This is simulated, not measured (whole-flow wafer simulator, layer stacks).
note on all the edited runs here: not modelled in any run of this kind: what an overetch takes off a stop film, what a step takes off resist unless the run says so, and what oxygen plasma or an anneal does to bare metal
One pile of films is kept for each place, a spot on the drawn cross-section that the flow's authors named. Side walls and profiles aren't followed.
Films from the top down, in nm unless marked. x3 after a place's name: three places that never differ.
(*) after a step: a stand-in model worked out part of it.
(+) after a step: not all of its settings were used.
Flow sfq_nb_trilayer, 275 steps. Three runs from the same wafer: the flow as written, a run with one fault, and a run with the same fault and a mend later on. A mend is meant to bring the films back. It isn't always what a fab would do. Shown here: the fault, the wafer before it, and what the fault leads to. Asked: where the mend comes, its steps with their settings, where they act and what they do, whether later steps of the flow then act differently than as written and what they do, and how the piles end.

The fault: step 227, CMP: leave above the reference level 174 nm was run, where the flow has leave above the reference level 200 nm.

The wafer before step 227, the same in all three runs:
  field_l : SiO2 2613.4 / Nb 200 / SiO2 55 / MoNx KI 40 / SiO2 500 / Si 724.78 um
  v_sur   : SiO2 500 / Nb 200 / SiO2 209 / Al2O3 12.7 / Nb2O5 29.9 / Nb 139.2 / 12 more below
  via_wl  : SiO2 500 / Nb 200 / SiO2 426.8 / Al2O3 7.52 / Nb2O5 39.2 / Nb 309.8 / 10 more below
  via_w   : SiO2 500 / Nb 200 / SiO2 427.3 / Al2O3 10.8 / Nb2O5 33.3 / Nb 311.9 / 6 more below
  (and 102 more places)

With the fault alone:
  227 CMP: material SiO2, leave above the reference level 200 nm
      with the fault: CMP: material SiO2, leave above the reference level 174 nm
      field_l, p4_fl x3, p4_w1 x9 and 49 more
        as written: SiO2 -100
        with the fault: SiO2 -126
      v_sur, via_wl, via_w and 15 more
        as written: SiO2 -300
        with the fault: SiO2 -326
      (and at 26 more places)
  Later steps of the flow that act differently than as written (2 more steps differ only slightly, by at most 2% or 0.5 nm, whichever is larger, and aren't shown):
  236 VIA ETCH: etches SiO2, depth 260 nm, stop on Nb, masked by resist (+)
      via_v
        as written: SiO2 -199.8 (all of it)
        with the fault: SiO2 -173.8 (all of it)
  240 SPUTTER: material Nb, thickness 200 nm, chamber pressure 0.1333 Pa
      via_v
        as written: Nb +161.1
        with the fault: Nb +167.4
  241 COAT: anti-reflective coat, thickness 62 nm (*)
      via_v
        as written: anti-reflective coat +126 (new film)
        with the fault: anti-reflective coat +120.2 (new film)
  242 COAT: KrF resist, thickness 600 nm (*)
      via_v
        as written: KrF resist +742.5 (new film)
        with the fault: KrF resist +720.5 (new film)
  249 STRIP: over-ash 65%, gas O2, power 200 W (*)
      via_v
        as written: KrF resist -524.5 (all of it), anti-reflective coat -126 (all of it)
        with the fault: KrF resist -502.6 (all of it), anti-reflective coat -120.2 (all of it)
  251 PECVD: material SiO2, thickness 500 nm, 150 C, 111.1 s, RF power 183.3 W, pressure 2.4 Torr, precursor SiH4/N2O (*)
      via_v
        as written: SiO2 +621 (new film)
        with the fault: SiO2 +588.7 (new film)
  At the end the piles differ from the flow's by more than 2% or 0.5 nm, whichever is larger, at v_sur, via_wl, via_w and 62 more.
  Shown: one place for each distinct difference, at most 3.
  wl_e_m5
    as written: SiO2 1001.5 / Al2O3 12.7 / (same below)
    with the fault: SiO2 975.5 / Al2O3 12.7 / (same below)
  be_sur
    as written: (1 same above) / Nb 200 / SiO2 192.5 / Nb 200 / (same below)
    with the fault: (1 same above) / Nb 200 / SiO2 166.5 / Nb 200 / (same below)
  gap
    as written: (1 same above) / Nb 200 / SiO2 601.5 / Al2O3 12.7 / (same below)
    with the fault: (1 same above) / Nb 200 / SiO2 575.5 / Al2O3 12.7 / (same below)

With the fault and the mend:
  The mend comes after step 228.
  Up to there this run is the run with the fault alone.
  228a PECVD: material SiO2, thickness 26 nm, 150 C, 5.778 s, RF power 183.3 W, pressure 2.4 Torr, precursor SiH4/N2O (the flow's step 226 once more, with other settings)
      field_l, v_sur, via_wl and 103 more
        SiO2 +26
  No later step of the flow acts differently than as written, at any place that is followed, by more than 2% or 0.5 nm, whichever is larger.
  At the end the piles are the same as the flow's at every place that both follow.
